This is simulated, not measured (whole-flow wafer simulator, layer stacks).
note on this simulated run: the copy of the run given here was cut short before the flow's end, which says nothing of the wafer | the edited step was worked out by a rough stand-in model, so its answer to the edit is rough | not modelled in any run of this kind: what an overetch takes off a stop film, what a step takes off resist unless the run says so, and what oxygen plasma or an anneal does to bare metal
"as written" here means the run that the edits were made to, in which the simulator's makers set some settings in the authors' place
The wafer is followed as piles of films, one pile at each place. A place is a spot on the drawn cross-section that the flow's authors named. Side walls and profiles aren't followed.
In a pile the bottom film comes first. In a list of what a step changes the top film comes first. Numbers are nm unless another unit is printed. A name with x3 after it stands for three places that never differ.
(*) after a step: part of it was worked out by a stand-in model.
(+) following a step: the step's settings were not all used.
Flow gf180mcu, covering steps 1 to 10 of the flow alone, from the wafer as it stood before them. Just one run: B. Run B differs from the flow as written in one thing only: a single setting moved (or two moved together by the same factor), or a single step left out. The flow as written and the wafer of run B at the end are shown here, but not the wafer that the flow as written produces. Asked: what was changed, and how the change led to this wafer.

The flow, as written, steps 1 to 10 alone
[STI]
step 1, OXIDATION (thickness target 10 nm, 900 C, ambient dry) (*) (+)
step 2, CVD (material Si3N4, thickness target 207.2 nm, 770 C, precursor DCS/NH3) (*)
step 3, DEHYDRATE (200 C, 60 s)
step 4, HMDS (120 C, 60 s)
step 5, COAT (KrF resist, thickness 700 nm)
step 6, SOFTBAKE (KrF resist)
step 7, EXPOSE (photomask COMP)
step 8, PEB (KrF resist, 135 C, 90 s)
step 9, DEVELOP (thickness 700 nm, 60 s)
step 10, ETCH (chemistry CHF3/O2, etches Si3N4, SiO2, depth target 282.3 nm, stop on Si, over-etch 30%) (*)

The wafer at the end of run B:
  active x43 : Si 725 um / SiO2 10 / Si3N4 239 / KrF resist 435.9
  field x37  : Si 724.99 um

What caused this: step 2, CVD: thickness target 239 nm was run, whereas the flow has thickness target 207.2 nm.
One can read it off the wafer: active x43 has Si3N4 239, and step 2 as written asks for 207.2 nm.

Step by step, how the change led to this:
  step 2, CVD (material Si3N4, thickness target 207.2 nm, 770 C, precursor DCS/NH3) (*)
      field x37, active x43: Si3N4 gains 239 (new film) (it would be, as written: Si3N4 gains 207.2 (new film))
  step 10, ETCH (chemistry CHF3/O2, etches Si3N4, SiO2, depth target 282.3 nm, stop on Si, over-etch 30%) (*)
      field x37: Si3N4 loses 239 (all of it), SiO2 loses 10 (all of it), Si loses 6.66 (it would be, as written: Si3N4 loses 207.2 (all of it), SiO2 loses 10 (all of it), Si loses 13)
